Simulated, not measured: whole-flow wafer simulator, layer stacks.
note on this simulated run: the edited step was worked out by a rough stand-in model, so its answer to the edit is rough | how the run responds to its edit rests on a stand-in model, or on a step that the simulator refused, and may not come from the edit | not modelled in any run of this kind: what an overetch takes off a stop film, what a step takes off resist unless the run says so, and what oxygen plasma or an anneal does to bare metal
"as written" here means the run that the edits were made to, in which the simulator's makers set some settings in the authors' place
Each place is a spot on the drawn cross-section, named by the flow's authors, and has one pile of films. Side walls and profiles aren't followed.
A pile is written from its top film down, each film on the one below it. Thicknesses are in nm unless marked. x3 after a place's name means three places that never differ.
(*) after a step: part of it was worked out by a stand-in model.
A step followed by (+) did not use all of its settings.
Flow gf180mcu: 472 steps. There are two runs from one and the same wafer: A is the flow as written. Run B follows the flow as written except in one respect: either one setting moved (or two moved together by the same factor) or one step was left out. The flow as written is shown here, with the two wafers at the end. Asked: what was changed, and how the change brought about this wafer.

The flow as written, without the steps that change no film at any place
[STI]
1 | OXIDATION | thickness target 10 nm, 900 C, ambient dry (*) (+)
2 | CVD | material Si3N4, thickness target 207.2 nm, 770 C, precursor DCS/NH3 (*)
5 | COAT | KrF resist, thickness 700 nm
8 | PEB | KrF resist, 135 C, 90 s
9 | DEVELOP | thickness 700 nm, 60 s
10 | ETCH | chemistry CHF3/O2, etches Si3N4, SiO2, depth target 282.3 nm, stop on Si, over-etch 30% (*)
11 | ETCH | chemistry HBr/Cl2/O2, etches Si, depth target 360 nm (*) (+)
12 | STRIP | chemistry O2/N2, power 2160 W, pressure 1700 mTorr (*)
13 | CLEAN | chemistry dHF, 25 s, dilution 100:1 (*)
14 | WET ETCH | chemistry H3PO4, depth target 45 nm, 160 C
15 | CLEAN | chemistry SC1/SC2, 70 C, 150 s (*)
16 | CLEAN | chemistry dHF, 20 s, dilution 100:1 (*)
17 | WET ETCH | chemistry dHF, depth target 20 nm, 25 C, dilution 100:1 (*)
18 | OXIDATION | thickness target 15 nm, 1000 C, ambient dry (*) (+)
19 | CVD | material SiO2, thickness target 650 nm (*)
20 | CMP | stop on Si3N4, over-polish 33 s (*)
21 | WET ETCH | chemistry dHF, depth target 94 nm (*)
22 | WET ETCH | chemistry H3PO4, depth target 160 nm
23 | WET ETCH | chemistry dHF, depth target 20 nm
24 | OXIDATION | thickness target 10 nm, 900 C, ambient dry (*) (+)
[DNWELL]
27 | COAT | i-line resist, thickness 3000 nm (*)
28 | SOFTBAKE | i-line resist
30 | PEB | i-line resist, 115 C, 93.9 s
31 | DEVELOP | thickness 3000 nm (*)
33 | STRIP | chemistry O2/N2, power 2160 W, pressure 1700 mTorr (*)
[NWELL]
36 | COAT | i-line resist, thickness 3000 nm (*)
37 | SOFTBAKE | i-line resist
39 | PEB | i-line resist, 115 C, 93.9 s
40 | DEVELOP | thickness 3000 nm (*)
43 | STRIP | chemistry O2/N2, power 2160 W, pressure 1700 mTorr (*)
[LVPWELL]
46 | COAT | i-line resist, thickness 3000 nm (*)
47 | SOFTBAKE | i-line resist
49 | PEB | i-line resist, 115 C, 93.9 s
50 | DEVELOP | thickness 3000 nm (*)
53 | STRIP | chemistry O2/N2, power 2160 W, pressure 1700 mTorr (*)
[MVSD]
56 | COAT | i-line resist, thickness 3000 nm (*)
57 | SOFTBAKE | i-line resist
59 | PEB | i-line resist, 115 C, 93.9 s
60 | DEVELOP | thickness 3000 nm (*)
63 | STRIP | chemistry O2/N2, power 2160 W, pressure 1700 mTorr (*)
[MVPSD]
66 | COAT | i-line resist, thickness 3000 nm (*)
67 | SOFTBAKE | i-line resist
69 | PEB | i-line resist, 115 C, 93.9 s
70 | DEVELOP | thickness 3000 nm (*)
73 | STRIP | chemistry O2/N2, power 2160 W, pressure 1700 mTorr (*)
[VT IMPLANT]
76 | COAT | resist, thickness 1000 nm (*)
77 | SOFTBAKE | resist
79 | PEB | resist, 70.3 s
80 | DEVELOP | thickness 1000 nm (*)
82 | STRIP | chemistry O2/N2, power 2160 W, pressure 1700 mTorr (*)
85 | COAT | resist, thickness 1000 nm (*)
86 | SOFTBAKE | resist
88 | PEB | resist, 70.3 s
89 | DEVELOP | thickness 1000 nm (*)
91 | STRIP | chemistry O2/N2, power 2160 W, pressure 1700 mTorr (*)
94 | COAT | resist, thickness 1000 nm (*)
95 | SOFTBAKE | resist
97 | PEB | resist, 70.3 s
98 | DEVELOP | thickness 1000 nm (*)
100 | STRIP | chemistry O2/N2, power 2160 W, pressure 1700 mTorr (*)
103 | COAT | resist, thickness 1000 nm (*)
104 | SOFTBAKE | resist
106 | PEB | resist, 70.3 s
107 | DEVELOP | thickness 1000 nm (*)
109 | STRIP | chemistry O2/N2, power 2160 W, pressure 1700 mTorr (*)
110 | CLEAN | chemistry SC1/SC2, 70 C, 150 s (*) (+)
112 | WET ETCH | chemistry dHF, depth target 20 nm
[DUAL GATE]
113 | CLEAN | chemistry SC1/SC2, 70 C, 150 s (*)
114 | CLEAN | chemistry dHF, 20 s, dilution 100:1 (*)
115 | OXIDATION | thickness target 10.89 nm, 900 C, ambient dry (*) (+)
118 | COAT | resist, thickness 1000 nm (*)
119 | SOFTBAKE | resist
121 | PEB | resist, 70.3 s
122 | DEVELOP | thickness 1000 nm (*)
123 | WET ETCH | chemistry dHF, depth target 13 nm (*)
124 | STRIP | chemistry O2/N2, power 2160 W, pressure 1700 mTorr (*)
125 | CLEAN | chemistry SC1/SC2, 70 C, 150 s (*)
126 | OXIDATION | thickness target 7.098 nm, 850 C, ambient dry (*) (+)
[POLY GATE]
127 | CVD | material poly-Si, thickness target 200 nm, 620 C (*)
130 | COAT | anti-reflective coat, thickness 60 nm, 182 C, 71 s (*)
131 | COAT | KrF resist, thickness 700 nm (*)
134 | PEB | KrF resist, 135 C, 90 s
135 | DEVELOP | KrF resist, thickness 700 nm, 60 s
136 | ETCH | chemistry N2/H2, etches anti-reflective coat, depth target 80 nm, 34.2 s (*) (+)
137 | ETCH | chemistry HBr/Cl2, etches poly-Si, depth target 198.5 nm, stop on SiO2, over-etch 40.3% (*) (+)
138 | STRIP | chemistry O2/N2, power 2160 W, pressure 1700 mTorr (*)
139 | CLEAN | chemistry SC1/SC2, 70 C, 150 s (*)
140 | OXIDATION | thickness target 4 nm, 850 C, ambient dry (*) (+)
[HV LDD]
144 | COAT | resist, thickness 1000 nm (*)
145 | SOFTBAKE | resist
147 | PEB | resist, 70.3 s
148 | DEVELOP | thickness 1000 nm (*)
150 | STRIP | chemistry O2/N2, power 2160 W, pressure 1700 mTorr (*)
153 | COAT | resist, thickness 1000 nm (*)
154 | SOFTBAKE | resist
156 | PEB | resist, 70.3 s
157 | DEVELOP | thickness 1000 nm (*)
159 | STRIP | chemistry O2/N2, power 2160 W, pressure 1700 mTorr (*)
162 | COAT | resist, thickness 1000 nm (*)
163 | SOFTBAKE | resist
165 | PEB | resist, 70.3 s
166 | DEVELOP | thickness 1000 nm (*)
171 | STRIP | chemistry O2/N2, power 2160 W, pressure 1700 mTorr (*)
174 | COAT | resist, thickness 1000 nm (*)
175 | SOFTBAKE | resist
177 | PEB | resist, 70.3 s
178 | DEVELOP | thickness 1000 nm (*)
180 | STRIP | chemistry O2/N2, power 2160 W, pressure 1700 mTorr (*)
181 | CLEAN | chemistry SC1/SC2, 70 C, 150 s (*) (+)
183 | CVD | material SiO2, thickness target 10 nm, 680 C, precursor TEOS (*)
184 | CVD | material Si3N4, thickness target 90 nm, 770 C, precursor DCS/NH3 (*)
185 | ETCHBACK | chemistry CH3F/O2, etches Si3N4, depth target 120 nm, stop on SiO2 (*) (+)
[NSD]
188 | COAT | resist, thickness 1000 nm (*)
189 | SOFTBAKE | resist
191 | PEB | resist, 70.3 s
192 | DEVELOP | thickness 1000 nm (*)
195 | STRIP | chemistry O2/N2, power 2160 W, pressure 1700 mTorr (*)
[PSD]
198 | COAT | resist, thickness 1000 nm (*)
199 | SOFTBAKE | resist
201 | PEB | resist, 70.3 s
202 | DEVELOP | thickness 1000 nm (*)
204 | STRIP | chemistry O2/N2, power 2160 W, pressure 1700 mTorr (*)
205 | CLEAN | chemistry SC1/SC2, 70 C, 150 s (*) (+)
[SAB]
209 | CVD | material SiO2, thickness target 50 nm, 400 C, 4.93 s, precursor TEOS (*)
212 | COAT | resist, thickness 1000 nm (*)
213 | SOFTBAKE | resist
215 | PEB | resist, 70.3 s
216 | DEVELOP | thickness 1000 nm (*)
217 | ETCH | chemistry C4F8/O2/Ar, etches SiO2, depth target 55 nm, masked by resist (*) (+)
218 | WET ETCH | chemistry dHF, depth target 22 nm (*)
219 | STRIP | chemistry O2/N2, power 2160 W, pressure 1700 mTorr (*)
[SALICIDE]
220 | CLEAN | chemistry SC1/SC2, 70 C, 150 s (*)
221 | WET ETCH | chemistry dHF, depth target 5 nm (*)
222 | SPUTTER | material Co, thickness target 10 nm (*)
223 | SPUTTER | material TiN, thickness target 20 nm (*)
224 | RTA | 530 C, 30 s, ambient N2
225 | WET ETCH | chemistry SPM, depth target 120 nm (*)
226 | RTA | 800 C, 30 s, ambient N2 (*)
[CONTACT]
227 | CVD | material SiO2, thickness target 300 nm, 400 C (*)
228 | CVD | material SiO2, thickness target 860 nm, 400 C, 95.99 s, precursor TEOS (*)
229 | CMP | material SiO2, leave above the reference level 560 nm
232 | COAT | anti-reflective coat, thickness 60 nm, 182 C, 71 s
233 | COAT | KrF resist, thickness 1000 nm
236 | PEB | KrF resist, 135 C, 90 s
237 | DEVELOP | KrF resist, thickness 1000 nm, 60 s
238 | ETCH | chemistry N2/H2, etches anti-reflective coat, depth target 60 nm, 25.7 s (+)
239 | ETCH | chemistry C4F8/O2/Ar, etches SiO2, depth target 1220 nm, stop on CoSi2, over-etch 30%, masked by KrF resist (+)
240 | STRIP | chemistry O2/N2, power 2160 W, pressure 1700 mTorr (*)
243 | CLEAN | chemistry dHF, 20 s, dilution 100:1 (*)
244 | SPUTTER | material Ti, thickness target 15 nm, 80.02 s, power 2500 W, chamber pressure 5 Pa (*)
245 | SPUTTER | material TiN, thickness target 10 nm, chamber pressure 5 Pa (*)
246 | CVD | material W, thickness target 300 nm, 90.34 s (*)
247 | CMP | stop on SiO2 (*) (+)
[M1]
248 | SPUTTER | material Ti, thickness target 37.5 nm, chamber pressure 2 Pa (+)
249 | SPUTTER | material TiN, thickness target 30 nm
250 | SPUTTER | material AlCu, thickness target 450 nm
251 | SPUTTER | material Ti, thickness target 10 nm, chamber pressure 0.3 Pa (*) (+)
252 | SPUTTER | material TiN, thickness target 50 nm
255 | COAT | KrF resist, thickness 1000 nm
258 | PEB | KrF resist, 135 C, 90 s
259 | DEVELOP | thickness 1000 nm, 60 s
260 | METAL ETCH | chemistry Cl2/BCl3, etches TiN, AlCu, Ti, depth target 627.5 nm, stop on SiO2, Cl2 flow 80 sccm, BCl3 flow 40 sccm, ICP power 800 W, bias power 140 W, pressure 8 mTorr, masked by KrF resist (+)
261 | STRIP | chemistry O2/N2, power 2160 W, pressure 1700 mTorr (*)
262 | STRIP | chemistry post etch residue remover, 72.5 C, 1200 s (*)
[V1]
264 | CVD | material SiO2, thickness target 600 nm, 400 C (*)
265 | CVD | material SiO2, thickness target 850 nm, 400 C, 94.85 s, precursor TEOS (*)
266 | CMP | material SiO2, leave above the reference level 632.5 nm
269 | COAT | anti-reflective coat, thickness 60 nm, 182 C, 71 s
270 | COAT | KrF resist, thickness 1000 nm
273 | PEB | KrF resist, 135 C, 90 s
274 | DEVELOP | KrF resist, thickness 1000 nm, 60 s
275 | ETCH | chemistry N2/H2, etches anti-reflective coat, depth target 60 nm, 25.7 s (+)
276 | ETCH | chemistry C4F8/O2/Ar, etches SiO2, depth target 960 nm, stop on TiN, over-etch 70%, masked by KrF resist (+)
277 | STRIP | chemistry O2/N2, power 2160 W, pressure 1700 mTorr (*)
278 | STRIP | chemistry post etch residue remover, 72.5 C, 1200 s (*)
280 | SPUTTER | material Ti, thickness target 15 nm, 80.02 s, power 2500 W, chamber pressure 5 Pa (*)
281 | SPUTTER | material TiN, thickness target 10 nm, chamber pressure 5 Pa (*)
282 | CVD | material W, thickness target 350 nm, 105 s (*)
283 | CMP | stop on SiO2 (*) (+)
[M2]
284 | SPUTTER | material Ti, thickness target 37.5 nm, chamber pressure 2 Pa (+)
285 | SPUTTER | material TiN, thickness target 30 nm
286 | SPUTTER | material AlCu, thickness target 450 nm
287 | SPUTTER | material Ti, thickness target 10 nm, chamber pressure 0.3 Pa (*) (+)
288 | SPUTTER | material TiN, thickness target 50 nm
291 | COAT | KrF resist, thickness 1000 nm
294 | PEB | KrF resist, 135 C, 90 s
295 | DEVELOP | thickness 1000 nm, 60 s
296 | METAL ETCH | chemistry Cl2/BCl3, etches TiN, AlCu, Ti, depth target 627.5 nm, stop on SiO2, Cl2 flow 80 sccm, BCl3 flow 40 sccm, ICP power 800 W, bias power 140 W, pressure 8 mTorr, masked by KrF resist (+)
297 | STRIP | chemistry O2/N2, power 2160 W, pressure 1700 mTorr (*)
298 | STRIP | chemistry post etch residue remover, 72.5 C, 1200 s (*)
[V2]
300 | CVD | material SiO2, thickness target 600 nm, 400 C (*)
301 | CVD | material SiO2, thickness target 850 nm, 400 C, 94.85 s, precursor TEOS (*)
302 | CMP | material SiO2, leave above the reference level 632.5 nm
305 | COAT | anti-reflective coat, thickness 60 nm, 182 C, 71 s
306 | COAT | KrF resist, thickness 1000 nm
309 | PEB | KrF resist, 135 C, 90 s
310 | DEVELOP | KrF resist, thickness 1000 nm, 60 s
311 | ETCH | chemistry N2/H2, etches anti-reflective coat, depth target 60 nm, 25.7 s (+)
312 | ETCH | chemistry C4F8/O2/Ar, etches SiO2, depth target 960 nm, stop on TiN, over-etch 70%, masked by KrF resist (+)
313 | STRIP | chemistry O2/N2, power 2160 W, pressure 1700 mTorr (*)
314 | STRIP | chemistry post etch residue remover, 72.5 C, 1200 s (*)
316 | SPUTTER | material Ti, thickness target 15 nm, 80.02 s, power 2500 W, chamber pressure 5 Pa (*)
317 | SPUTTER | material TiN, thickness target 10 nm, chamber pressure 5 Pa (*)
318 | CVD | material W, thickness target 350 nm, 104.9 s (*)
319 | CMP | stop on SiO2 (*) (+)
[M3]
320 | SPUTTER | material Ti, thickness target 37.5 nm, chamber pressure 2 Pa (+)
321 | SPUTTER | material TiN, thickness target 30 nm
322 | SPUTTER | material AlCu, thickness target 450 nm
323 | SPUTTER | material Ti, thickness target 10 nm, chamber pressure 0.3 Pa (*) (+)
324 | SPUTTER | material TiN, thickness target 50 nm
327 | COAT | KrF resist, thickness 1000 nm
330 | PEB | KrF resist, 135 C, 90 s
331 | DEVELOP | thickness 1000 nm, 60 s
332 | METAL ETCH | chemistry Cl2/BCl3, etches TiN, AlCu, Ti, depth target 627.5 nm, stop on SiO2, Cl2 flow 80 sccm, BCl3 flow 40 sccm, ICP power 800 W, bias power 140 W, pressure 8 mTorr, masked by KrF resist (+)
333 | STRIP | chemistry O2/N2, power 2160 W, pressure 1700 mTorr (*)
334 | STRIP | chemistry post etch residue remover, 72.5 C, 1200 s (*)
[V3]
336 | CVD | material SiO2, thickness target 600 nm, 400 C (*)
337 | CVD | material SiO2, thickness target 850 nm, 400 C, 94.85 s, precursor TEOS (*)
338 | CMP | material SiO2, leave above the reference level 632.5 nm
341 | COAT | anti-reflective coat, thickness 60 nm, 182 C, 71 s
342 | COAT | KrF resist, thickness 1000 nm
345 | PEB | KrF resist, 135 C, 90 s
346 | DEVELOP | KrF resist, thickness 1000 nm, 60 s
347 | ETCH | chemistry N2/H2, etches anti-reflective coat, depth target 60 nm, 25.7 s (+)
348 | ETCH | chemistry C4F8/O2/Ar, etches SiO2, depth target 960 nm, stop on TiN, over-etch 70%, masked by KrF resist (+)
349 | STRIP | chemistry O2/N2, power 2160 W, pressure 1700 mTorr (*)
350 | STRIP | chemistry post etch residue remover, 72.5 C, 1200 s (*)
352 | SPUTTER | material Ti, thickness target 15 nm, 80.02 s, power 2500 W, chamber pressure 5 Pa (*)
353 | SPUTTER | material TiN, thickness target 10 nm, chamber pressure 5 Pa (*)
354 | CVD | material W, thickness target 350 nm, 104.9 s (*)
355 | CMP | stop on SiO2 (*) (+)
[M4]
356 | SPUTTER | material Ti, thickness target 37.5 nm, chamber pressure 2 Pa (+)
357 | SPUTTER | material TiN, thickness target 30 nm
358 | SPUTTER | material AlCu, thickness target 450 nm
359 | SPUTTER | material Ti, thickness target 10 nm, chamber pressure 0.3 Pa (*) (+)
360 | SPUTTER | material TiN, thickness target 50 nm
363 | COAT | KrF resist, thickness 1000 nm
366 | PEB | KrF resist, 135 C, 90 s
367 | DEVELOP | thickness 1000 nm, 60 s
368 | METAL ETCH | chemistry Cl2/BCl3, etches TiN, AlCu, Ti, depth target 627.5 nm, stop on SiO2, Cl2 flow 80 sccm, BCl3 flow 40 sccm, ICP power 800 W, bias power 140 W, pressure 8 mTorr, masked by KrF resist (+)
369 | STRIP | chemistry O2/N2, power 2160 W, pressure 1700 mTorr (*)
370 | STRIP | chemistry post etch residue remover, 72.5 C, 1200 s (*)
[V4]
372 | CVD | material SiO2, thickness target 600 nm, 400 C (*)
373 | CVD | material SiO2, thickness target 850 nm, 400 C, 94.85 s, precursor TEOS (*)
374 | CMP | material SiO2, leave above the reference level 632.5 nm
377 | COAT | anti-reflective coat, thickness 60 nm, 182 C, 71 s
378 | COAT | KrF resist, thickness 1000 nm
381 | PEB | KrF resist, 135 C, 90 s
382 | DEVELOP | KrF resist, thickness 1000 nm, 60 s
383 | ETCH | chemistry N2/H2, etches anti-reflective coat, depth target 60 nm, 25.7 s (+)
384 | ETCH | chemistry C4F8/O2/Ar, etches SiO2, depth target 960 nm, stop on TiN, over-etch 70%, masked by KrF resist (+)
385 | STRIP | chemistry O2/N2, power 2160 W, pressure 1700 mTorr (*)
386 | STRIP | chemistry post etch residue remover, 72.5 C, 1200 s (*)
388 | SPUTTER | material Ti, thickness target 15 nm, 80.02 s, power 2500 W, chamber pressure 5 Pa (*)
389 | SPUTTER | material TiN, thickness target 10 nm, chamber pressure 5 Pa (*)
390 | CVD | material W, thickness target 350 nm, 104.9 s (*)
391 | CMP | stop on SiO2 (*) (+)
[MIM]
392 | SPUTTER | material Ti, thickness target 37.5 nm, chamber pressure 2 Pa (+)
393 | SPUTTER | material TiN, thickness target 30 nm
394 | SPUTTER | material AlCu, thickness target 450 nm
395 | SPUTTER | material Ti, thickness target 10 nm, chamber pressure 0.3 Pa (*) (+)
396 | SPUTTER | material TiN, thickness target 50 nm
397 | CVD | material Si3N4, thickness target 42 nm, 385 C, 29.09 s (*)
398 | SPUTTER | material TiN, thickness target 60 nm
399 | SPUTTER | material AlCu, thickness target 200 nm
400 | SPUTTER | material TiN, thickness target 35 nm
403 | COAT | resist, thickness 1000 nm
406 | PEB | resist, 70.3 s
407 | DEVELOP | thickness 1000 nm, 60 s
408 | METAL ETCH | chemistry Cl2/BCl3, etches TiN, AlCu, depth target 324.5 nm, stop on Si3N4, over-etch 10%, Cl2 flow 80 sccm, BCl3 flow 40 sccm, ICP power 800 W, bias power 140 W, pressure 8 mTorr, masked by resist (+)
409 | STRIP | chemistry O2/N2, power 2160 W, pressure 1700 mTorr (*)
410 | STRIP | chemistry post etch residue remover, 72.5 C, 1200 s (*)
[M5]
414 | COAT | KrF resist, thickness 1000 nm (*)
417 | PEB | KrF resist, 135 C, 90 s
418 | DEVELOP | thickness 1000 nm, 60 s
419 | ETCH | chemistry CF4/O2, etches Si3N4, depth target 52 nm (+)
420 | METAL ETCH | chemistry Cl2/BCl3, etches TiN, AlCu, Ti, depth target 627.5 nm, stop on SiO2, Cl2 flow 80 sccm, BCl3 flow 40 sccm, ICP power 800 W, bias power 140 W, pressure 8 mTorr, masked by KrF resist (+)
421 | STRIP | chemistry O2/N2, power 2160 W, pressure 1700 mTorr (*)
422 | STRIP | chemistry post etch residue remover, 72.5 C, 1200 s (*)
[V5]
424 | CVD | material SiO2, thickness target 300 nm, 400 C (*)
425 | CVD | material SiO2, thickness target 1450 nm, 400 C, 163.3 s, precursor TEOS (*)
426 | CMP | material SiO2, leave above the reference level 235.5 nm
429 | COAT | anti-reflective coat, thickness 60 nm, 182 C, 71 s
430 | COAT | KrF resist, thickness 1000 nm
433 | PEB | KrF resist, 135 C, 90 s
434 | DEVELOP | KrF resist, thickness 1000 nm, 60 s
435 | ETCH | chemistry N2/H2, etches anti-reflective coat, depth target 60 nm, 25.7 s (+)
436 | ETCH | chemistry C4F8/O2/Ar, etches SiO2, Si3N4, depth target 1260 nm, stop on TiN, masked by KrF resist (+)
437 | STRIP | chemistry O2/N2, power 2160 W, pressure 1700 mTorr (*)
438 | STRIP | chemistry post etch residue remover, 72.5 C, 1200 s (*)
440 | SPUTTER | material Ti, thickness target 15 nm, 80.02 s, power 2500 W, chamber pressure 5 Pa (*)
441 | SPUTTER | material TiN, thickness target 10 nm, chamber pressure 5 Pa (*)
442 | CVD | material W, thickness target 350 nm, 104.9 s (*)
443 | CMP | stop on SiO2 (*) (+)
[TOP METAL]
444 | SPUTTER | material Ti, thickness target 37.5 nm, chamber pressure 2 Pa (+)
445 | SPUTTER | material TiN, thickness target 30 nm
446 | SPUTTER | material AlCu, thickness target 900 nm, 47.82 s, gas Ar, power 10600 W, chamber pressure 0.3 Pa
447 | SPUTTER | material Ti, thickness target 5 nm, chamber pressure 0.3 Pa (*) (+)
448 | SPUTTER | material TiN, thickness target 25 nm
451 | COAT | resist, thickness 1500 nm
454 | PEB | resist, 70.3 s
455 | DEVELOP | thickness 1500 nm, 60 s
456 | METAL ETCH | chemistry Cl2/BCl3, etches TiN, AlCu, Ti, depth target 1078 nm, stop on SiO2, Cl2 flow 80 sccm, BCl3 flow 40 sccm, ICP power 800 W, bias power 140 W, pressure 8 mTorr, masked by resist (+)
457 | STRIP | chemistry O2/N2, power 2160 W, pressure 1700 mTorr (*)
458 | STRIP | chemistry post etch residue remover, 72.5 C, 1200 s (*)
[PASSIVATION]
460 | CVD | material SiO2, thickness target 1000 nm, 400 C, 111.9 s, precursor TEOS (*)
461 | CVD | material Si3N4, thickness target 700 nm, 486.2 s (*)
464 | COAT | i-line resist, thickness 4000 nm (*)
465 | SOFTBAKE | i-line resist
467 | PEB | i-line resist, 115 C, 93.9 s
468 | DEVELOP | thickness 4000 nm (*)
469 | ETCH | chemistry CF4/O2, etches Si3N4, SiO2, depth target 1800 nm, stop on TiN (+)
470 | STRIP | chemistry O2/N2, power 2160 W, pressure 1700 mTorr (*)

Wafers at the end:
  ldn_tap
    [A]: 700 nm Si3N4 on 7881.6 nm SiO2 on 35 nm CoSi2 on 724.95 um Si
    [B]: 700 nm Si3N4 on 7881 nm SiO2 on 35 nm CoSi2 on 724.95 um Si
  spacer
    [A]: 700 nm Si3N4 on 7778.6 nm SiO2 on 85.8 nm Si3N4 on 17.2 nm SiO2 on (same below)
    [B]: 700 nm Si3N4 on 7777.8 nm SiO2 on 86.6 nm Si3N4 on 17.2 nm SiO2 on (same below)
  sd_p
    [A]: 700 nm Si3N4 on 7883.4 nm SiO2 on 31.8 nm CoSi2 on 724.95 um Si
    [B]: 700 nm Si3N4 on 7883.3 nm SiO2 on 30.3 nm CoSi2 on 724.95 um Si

The reason: step 209, CVD: thickness target 78.8 nm was run, while the flow as written has thickness target 50 nm; step 209, CVD: 7.765 s was run, where the flow has 4.93 s.

The path from the change to this, step by step:
  209 | CVD | material SiO2, thickness target 50 nm, 400 C, 4.93 s, precursor TEOS (*)
      field, field__w7, field__w8 and 73 more: A +50 SiO2 | B +77.7 SiO2
      field_sub__w1, field_sub__w3, field_sub__w4, field_sub__w5, ld_drift_n, nplus_u: A +48.9 SiO2 | B +76 SiO2
      (also at 27 further places)
  217 | ETCH | chemistry C4F8/O2/Ar, etches SiO2, depth target 55 nm, masked by resist (*) (+)
      spacer: A -50 SiO2 (all of it), -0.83 Si3N4 | B -55 SiO2
  218 | WET ETCH | chemistry dHF, depth target 22 nm (*)
      ldn_tap, ldp_src, ldp_drn, ldp_gr: A -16 SiO2 (all of it) | B -40.6 SiO2
      ldn_src, ldn_drn, ldp_tap: A -16 SiO2 (all of it) | B -40.7 SiO2
      (also at 93 further places)
  219 | STRIP | chemistry O2/N2, power 2160 W, pressure 1700 mTorr (*)
      active_hv, active_nat, ld_sd_n and 11 more: A +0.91 chemical SiO2 (new film), -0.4 Si | B nothing
  221 | WET ETCH | chemistry dHF, depth target 5 nm (*)
      ldn_tap, ldp_src, ldp_drn, ldp_gr: A -0.76 chemical SiO2 (all of it) | B -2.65 SiO2 (all of it)
      ldn_src, ldn_drn, ldp_tap: A -0.76 chemical SiO2 (all of it) | B -2.64 SiO2 (all of it)
      (also at 7 further places)
  223 | SPUTTER | material TiN, thickness target 20 nm (*)
      field__w12: A +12 TiN (new film) | B +12.7 TiN (new film)
      sd_p: A +17.9 TiN (new film) | B +17 TiN (new film)
      (also at 1 further place)
  224 | RTA | 530 C, 30 s, ambient N2
      sd_p: A under 1 film: +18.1 CoSi (new film), -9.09 Co (all of it), -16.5 Si | B under 1 film: +17.3 CoSi (new film), -8.68 Co (all of it), -15.7 Si
  225 | WET ETCH | chemistry SPM, depth target 120 nm (*)
      field__w12: A -12 TiN (all of it), -6.15 Co (all of it) | B -12.7 TiN (all of it), -6.46 Co (all of it)
      sd_p: A -17.9 TiN (all of it) | B -17 TiN (all of it)
      (also at 1 further place)
  226 | RTA | 800 C, 30 s, ambient N2 (*)
      sd_p: A +31.8 CoSi2 (new film), -18.1 CoSi (all of it), -16.5 Si | B +30.3 CoSi2 (new film), -17.3 CoSi (all of it), -15.7 Si
  229 | CMP | material SiO2, leave above the reference level 560 nm
      ldn_sep__w1, ldn_sep__w2, ldn_dft and 8 more: A -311 SiO2 | B -321.5 SiO2
      sti, mim_1p0, pad, dice_street, iso_nw_fld, iso_fld_sub: A -296.8 SiO2 | B -307.3 SiO2
      (also at 45 further places)
